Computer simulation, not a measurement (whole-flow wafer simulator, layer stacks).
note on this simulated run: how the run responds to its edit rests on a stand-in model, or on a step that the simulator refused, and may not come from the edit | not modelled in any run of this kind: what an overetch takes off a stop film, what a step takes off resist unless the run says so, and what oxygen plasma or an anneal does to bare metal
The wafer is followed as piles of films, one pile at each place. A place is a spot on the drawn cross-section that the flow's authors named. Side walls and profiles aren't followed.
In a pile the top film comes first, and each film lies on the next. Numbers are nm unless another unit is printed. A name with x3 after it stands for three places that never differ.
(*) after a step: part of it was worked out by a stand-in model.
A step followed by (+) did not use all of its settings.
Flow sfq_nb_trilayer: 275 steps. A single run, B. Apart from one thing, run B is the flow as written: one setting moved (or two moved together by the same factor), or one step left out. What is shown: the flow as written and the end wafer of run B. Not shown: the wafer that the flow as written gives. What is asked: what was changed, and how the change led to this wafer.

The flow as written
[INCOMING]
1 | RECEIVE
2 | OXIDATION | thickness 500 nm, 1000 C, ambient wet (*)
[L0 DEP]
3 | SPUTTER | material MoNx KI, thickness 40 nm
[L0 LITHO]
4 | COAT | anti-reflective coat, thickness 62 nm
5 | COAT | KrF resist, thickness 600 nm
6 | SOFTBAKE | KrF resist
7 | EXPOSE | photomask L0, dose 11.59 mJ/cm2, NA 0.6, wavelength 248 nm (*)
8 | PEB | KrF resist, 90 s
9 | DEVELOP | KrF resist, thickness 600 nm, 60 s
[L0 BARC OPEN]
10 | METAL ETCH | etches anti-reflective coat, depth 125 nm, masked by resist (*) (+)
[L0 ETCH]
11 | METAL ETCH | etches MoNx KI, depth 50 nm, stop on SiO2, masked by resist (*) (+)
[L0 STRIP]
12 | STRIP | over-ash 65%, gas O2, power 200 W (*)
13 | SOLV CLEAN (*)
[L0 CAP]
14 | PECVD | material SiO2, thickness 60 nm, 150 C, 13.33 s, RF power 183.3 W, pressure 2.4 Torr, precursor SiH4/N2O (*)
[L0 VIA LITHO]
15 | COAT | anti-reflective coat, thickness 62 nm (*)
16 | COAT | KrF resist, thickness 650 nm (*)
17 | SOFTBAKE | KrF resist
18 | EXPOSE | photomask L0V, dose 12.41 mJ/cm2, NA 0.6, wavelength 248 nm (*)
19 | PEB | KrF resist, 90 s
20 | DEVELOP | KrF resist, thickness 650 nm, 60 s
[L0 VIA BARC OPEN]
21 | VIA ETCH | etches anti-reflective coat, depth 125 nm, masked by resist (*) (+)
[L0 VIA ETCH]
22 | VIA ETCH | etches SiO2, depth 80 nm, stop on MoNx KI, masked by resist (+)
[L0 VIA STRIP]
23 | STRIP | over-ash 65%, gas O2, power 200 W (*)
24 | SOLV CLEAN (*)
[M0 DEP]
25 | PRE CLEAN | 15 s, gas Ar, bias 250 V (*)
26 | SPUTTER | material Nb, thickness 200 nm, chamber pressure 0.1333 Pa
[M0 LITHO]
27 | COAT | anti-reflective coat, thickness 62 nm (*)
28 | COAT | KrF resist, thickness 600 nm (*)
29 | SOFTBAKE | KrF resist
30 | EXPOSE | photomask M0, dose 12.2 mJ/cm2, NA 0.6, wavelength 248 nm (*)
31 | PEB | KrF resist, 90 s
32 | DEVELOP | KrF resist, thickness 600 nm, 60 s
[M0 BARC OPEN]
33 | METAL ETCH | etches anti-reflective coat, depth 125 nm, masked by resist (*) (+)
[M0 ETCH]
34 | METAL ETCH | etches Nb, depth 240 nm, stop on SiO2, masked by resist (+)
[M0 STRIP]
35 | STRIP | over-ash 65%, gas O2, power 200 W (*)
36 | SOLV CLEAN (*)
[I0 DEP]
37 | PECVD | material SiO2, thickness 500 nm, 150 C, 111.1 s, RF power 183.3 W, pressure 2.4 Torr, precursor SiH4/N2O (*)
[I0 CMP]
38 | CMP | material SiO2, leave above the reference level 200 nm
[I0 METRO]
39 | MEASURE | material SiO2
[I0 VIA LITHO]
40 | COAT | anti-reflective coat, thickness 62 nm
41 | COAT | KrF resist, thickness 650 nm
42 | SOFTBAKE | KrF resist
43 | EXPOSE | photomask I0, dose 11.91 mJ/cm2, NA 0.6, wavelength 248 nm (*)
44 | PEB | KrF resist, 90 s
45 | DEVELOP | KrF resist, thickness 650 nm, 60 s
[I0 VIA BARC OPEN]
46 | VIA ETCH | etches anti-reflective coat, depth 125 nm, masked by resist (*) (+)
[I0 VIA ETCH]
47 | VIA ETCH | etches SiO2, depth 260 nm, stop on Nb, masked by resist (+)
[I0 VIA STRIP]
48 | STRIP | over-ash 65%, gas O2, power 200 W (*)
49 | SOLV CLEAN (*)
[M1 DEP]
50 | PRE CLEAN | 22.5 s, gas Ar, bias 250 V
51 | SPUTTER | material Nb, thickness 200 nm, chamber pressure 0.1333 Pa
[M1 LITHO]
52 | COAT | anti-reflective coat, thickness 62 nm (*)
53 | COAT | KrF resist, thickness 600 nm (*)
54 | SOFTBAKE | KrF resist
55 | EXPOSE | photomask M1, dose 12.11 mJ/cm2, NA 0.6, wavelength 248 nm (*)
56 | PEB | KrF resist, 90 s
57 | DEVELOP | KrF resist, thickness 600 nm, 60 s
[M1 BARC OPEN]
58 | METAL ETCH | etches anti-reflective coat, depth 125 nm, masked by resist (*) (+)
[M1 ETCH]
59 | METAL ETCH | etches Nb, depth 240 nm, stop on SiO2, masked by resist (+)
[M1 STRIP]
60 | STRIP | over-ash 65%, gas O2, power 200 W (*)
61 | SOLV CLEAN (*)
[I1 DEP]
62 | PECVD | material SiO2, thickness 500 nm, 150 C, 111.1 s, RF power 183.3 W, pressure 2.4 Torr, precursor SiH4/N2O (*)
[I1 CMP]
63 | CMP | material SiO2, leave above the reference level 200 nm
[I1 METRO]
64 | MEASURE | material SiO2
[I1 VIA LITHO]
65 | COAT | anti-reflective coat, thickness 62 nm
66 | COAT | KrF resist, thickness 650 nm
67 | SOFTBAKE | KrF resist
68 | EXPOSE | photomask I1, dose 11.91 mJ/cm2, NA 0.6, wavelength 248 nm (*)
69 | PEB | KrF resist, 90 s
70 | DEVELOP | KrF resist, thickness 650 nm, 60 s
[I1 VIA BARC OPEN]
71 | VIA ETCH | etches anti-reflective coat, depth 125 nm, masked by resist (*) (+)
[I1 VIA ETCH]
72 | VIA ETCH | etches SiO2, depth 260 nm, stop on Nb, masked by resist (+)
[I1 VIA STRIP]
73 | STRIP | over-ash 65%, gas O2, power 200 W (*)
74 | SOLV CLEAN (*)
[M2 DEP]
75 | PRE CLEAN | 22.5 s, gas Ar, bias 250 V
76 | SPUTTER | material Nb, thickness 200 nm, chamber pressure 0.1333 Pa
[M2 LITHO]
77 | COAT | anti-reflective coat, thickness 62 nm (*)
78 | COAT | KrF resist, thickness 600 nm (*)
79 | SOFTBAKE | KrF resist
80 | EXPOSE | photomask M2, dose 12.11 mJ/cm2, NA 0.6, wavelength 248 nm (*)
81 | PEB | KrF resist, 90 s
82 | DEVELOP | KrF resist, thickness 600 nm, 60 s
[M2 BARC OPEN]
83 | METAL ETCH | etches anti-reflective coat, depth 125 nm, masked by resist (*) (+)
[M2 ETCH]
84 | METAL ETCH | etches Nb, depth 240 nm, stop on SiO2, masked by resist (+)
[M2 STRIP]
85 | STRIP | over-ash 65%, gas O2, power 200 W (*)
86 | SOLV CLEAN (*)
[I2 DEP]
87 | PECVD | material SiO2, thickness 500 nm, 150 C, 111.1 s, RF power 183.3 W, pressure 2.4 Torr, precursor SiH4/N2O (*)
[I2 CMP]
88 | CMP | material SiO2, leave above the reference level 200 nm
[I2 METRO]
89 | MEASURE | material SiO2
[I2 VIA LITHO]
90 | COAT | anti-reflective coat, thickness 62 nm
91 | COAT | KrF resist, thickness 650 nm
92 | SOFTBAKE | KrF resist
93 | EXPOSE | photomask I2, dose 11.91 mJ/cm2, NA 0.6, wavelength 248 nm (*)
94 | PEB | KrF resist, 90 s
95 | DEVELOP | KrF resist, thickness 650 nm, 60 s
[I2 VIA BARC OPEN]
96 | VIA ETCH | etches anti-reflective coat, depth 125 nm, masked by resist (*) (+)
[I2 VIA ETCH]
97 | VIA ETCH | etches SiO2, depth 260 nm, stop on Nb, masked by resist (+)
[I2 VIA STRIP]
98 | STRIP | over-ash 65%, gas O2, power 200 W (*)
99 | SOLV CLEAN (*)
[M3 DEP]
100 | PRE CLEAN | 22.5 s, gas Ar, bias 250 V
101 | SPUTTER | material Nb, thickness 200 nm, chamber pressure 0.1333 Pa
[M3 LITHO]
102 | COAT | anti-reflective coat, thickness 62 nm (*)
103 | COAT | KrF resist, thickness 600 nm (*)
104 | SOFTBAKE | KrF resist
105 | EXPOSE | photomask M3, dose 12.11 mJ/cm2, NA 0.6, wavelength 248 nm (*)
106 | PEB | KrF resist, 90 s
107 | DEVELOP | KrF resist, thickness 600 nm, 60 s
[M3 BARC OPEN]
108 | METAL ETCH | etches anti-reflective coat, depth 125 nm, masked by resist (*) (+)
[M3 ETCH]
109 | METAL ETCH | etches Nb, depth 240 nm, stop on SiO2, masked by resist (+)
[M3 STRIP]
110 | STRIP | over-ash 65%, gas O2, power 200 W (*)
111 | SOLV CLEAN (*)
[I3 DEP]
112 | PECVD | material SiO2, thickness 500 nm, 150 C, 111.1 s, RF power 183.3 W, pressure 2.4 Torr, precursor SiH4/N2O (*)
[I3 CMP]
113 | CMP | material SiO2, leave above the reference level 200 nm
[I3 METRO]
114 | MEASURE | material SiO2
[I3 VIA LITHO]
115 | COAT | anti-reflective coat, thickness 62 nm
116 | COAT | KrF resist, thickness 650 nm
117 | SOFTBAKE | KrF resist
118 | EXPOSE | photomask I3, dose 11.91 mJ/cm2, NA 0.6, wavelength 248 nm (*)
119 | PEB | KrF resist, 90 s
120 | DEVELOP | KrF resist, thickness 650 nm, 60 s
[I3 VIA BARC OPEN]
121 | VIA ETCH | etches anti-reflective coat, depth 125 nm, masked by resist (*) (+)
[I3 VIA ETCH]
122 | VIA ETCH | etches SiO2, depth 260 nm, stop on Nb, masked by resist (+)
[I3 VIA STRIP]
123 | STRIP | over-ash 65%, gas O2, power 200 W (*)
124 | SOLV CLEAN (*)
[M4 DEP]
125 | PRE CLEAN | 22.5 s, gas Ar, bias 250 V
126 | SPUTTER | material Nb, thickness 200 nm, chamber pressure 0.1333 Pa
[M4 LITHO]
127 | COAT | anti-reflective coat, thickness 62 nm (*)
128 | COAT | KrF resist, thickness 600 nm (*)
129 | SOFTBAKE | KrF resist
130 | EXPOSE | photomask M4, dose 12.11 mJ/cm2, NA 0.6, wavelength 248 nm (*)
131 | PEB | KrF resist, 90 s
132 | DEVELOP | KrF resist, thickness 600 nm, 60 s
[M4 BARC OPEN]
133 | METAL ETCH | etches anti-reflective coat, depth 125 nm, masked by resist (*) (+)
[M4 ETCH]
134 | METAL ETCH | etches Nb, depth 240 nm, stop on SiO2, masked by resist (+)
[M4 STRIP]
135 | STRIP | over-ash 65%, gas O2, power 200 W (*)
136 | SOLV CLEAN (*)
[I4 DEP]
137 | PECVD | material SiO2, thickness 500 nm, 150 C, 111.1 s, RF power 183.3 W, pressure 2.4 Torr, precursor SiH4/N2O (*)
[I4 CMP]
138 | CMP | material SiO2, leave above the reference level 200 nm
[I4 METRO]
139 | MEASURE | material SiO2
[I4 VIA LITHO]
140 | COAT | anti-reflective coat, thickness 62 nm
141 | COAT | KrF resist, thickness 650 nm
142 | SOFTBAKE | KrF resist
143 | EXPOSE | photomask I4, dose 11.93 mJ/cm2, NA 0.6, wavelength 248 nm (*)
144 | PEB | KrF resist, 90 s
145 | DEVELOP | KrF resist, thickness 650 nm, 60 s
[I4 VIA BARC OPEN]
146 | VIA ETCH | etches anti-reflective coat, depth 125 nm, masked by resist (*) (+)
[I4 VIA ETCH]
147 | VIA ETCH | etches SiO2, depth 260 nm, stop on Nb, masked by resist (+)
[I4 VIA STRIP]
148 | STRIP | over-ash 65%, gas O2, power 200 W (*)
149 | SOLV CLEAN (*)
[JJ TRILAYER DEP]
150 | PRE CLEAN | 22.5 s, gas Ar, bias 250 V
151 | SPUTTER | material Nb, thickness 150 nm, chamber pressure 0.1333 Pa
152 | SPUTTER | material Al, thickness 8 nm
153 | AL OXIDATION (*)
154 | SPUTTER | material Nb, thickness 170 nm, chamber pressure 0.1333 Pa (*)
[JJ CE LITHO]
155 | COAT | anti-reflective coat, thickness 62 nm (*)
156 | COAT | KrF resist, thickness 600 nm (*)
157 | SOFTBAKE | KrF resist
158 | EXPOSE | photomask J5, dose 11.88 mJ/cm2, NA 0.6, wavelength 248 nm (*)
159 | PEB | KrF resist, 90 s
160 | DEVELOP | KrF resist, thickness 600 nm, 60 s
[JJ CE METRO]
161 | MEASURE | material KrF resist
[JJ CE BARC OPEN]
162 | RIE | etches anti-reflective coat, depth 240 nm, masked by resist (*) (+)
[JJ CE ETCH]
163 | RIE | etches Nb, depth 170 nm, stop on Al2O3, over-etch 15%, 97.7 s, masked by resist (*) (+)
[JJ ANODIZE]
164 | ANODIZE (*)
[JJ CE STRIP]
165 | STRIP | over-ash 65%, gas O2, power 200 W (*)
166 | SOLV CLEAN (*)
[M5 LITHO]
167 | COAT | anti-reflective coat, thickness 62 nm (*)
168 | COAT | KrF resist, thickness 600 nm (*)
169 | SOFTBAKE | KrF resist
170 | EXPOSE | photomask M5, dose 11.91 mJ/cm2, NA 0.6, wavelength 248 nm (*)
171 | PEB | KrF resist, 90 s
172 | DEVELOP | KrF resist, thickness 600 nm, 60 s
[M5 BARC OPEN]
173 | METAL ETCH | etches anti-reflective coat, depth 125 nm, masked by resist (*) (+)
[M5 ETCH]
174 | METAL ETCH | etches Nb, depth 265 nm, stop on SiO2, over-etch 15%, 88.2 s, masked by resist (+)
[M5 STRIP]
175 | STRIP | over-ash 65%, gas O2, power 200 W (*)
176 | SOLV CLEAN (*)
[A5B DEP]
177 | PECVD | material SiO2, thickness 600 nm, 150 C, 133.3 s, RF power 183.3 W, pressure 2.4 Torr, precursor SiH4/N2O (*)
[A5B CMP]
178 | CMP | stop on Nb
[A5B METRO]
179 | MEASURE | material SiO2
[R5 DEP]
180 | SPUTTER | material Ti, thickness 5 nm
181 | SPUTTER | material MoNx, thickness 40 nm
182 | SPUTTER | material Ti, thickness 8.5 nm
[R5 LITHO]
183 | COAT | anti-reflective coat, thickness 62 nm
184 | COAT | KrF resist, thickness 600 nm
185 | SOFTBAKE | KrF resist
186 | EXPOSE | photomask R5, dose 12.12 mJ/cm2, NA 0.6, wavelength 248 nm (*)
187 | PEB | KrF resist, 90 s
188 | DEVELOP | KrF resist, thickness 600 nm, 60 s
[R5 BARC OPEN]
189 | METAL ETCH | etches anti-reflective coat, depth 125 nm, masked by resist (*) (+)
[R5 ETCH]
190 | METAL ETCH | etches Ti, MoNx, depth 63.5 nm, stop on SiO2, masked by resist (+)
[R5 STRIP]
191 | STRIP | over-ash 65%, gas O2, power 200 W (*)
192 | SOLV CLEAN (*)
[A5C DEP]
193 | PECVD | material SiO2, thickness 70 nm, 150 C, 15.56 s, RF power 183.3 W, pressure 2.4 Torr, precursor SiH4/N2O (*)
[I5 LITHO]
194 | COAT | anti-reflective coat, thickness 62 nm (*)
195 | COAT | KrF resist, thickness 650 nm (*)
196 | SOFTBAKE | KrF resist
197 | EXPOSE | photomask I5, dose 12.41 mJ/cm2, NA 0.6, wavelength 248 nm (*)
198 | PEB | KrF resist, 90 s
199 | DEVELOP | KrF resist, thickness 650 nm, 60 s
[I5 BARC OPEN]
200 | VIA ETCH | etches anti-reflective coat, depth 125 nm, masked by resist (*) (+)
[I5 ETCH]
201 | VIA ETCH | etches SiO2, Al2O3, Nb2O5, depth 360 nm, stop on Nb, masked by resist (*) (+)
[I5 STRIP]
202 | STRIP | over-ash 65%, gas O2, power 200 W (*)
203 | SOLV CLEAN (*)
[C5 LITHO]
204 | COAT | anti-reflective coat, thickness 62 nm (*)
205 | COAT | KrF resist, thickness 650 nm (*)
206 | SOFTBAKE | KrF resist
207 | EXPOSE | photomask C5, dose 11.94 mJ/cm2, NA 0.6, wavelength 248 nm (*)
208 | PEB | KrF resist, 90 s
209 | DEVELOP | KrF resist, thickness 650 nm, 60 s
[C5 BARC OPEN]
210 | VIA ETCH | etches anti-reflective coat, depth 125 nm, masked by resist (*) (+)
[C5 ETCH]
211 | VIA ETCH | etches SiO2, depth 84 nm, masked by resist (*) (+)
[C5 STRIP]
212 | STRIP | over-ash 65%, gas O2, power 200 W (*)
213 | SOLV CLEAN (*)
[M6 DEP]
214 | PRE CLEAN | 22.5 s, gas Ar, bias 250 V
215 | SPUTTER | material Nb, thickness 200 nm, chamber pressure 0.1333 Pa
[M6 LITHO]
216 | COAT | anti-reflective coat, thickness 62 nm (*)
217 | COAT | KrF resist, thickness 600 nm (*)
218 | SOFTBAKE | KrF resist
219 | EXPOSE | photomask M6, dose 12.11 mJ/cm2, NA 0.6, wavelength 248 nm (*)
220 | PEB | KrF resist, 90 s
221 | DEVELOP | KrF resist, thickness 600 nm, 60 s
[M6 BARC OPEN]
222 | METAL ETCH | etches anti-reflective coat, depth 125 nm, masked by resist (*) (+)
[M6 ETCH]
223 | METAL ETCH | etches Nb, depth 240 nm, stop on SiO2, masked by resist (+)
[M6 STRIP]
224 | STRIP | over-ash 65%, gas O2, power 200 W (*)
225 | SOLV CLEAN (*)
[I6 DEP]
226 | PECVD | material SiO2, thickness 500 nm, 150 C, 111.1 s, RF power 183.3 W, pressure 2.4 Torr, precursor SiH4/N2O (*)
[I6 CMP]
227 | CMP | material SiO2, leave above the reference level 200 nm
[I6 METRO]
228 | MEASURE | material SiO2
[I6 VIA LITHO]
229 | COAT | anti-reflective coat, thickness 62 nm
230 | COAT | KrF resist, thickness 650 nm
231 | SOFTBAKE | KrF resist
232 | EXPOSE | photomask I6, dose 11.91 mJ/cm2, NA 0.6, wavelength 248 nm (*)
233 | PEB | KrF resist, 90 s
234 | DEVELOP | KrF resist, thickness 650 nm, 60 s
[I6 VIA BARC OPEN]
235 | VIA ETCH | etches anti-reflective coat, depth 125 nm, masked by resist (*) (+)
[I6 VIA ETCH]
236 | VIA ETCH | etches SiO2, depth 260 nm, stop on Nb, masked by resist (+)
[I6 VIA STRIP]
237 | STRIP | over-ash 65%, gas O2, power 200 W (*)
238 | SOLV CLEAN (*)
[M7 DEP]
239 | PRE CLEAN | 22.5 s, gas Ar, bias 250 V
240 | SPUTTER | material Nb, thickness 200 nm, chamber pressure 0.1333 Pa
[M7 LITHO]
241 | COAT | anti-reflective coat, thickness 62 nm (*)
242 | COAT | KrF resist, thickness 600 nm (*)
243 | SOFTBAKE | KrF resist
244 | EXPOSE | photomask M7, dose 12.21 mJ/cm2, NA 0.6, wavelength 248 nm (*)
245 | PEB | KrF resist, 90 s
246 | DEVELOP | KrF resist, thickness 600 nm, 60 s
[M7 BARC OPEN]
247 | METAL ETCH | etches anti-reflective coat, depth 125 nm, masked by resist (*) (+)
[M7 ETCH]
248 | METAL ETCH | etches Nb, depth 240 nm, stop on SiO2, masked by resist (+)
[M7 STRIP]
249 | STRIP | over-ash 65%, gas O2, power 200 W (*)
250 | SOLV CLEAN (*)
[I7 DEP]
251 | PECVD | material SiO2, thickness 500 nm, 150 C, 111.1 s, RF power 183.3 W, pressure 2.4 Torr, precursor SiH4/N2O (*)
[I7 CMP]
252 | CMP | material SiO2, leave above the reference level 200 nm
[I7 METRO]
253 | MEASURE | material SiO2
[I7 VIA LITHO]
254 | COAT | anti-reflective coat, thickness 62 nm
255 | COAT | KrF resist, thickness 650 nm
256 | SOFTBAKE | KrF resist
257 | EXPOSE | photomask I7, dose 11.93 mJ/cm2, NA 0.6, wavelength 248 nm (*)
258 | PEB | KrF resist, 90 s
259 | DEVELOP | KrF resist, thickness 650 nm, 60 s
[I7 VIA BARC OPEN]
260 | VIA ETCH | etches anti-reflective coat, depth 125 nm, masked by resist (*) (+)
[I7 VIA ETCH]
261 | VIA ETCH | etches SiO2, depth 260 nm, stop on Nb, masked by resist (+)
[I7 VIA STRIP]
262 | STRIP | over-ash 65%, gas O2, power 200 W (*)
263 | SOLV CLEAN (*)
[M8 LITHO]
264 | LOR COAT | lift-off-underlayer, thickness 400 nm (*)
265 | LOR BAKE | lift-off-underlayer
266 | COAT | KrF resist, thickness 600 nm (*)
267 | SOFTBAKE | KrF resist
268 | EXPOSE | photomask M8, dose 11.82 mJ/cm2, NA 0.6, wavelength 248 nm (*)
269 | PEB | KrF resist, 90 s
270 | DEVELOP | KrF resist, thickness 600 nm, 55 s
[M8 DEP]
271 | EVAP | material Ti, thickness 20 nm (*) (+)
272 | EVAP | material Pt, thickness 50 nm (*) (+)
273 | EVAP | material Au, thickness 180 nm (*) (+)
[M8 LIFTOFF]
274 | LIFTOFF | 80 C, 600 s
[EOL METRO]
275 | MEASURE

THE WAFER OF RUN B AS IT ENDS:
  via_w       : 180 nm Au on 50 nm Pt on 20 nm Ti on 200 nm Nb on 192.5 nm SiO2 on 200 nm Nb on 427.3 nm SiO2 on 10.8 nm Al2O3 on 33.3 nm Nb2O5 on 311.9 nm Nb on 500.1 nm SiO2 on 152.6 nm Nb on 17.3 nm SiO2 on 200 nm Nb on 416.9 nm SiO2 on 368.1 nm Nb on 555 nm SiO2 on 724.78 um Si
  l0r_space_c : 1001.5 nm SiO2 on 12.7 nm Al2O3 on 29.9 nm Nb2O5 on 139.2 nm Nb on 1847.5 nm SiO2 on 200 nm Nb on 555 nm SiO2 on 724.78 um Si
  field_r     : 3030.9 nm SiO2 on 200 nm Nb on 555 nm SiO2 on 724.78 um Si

Cause: step 88, CMP: leave above the reference level 285 nm was run, whereas the flow has leave above the reference level 200 nm.

Step by step, how the change led to this:
  88 | CMP | material SiO2, leave above the reference level 200 nm
      field_l, be, be_sur and 81 more: SiO2 loses 15 (in the flow as written it would be: SiO2 loses 100)
      v_sur, via_wl, via_w and 18 more: SiO2 loses 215 (in the flow as written it would be: SiO2 loses 300)
      (as well as at 1 more place)
  97 | VIA ETCH | etches SiO2, depth 260 nm, stop on Nb, masked by resist (+)
      via_w: SiO2 loses 260 (in the flow as written it would be: SiO2 loses 199.8 (all of it))
  100 | PRE CLEAN | 22.5 s, gas Ar, bias 250 V
      via_w: SiO2 loses 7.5 (in the flow as written it would be: Nb loses 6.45)
  101 | SPUTTER | material Nb, thickness 200 nm, chamber pressure 0.1333 Pa
      via_w: Nb gains 152.6 (new film) (in the flow as written it would be: Nb gains 165.5)
  102 | COAT | anti-reflective coat, thickness 62 nm (*)
      via_wl, via_wr: anti-reflective coat gains 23 (new film) (in the flow as written it would be: anti-reflective coat gains 34.2 (new film))
      v_sur: anti-reflective coat gains 55.7 (new film) (in the flow as written it would be: anti-reflective coat gains 61.1 (new film))
      (as well as at 2 more places)
  103 | COAT | KrF resist, thickness 600 nm (*)
      via_w: KrF resist gains 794 (new film) (in the flow as written it would be: KrF resist gains 737.9 (new film))
  110 | STRIP | over-ash 65%, gas O2, power 200 W (*)
      v_sur: KrF resist loses 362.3 (all of it), anti-reflective coat loses 55.7 (all of it) (in the flow as written it would be: KrF resist loses 365.3 (all of it), anti-reflective coat loses 61.1 (all of it))
      via_wl: KrF resist loses 383.9 (all of it), anti-reflective coat loses 23 (all of it) (in the flow as written it would be: KrF resist loses 384.2 (all of it), anti-reflective coat loses 34.2 (all of it))
      (as well as at 3 more places)
  112 | PECVD | material SiO2, thickness 500 nm, 150 C, 111.1 s, RF power 183.3 W, pressure 2.4 Torr, precursor SiH4/N2O (*)
      via_w: SiO2 gains 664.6 (new film) (in the flow as written it would be: SiO2 gains 615 (new film))
  113 | CMP | material SiO2, leave above the reference level 200 nm
      via_w: SiO2 loses 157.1 (in the flow as written it would be: SiO2 loses 181.6)
With metal films that touch counted as one body, via_w has 6 bodies (between them, from the top down: SiO2 192.5; SiO2 427.3 / Al2O3 10.8 / Nb2O5 33.3; SiO2 500.1; SiO2 17.3; SiO2 416.9); the flow as written gives 5 bodies (between them, from the top down: SiO2 192.5; SiO2 427.3 / Al2O3 10.8 / Nb2O5 33.3; SiO2 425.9; SiO2 416.9).
